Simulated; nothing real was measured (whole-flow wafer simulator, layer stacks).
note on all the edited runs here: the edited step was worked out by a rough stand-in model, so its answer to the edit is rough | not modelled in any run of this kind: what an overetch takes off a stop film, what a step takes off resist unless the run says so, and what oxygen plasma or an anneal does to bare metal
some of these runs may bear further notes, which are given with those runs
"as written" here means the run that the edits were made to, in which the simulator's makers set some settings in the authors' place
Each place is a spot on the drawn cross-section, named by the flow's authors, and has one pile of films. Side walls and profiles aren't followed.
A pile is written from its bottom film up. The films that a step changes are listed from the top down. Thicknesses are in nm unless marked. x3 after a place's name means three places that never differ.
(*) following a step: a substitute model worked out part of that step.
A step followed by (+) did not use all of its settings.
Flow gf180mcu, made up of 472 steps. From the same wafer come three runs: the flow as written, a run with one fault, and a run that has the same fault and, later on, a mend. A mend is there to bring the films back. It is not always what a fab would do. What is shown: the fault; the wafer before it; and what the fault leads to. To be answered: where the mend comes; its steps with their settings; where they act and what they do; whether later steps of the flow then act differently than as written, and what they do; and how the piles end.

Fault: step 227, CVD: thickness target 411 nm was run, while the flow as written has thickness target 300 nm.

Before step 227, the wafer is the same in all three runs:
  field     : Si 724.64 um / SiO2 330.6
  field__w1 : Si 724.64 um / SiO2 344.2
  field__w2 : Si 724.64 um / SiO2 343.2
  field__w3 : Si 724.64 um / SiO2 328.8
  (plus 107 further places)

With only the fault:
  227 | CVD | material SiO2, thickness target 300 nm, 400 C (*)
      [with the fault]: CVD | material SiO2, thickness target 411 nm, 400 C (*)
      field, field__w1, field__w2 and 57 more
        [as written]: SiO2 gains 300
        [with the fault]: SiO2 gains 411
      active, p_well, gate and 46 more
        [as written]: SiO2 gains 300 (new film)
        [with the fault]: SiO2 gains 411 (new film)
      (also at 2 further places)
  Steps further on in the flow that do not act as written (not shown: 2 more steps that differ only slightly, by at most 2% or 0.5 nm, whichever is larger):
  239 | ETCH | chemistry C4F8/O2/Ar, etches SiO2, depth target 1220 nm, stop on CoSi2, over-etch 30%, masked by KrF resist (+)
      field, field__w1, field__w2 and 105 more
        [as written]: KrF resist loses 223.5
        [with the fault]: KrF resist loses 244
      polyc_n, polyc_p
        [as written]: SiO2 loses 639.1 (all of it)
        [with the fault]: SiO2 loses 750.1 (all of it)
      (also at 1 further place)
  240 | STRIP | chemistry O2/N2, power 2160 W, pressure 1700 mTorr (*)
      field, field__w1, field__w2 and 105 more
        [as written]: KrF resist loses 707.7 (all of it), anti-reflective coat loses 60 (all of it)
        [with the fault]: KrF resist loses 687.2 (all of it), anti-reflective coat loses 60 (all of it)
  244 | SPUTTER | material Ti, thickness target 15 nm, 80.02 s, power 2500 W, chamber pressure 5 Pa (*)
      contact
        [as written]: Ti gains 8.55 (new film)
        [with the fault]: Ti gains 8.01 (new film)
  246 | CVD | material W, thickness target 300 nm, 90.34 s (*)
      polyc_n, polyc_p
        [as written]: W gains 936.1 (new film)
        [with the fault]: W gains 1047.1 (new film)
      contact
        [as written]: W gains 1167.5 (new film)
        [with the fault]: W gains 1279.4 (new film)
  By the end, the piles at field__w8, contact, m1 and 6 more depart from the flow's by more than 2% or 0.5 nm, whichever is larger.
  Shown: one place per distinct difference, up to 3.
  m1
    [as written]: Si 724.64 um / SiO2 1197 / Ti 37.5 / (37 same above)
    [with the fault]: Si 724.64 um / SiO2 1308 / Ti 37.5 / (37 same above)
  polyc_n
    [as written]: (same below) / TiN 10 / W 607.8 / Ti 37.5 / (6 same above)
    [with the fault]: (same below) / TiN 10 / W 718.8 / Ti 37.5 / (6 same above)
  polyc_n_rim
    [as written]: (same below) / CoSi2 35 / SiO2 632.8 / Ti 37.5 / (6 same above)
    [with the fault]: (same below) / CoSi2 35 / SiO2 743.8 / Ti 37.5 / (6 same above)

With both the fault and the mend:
  After step 227 comes the mend.
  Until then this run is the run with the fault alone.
  227a | WET ETCH | chemistry dHF, depth target 111 nm, 25 C, dilution 100:1 (*) (the flow's step 17 again, with other settings)
      field, field__w1, field__w2 and 108 more
        SiO2 loses 111
  None of the later steps of the flow differs from how it acts as written, at any place that is followed, by more than 2% or 0.5 nm, whichever is larger.
  At every place that both follow, the piles at the end match the flow's.
